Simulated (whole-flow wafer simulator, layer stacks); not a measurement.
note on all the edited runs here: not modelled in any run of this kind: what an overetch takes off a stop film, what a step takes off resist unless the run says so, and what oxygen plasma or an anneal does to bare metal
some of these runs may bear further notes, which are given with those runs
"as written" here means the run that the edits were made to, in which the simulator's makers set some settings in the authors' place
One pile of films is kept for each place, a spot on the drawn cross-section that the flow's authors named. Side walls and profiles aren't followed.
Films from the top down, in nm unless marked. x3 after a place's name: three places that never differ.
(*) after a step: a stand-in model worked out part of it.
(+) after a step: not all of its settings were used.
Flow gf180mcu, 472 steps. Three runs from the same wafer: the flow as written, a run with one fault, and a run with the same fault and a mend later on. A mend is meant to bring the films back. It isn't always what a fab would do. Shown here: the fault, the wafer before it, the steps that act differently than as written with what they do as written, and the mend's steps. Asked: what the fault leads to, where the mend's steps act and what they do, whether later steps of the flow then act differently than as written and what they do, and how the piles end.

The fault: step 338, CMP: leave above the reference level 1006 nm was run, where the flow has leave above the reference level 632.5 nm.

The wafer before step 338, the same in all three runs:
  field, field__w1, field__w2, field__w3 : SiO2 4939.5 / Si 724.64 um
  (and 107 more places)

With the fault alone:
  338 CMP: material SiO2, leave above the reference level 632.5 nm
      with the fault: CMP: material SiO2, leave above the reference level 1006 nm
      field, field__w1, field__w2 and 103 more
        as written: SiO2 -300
        with the fault: nothing
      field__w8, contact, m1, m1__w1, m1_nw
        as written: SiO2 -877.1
        with the fault: SiO2 -503.9
  Later steps of the flow that act differently than as written (4 more steps differ only slightly, by at most 2% or 0.5 nm, whichever is larger, and aren't shown):
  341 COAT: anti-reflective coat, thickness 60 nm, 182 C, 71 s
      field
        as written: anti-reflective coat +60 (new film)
        with the fault: anti-reflective coat +89.3 (new film)
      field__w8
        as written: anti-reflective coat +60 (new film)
        with the fault: anti-reflective coat +22.9 (new film)
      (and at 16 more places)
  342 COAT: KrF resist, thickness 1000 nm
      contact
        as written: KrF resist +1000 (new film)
        with the fault: KrF resist +972.2 (new film)
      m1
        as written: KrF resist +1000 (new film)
        with the fault: KrF resist +967.8 (new film)
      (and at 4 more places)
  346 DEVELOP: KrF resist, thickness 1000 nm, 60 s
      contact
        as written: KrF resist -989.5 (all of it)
        with the fault: KrF resist -961.9 (all of it)
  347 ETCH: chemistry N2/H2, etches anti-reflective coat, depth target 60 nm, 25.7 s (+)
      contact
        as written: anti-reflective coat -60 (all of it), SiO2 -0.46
        with the fault: anti-reflective coat -28 (all of it), SiO2 -1.28
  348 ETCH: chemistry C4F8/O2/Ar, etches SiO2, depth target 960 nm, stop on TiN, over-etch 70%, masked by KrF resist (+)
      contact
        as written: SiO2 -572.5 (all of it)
        with the fault: SiO2 -944.8 (all of it)
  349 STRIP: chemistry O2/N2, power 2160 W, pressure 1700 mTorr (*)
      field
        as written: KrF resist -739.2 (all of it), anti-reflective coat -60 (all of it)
        with the fault: KrF resist -726.2 (all of it), anti-reflective coat -89.3 (all of it)
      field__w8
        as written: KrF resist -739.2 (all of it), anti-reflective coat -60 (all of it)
        with the fault: KrF resist -730.4 (all of it), anti-reflective coat -22.9 (all of it)
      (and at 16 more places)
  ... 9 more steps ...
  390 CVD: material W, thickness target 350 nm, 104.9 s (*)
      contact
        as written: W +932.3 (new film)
        with the fault: W +1003.3 (new film)
  At the end the piles differ from the flow's by more than 2% or 0.5 nm, whichever is larger, at field, field__w1, field__w2 and 109 more.
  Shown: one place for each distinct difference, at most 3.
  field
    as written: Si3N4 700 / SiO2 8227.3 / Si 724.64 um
    with the fault: Si3N4 700 / SiO2 8597.8 / Si 724.64 um
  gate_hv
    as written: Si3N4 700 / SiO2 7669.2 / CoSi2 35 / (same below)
    with the fault: Si3N4 700 / SiO2 8039.7 / CoSi2 35 / (same below)
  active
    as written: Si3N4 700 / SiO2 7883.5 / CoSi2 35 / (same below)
    with the fault: Si3N4 700 / SiO2 8254 / CoSi2 35 / (same below)

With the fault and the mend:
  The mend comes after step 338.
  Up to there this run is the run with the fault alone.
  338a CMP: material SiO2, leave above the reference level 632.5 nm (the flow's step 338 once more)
      field, field__w1, field__w2 and 103 more
        SiO2 -300
      field__w8, contact, m1, m1__w1, m1_nw
        SiO2 -373.2
  No later step of the flow acts differently than as written at any place that is followed.
  At the end the piles are the same as the flow's at every place that both follow.
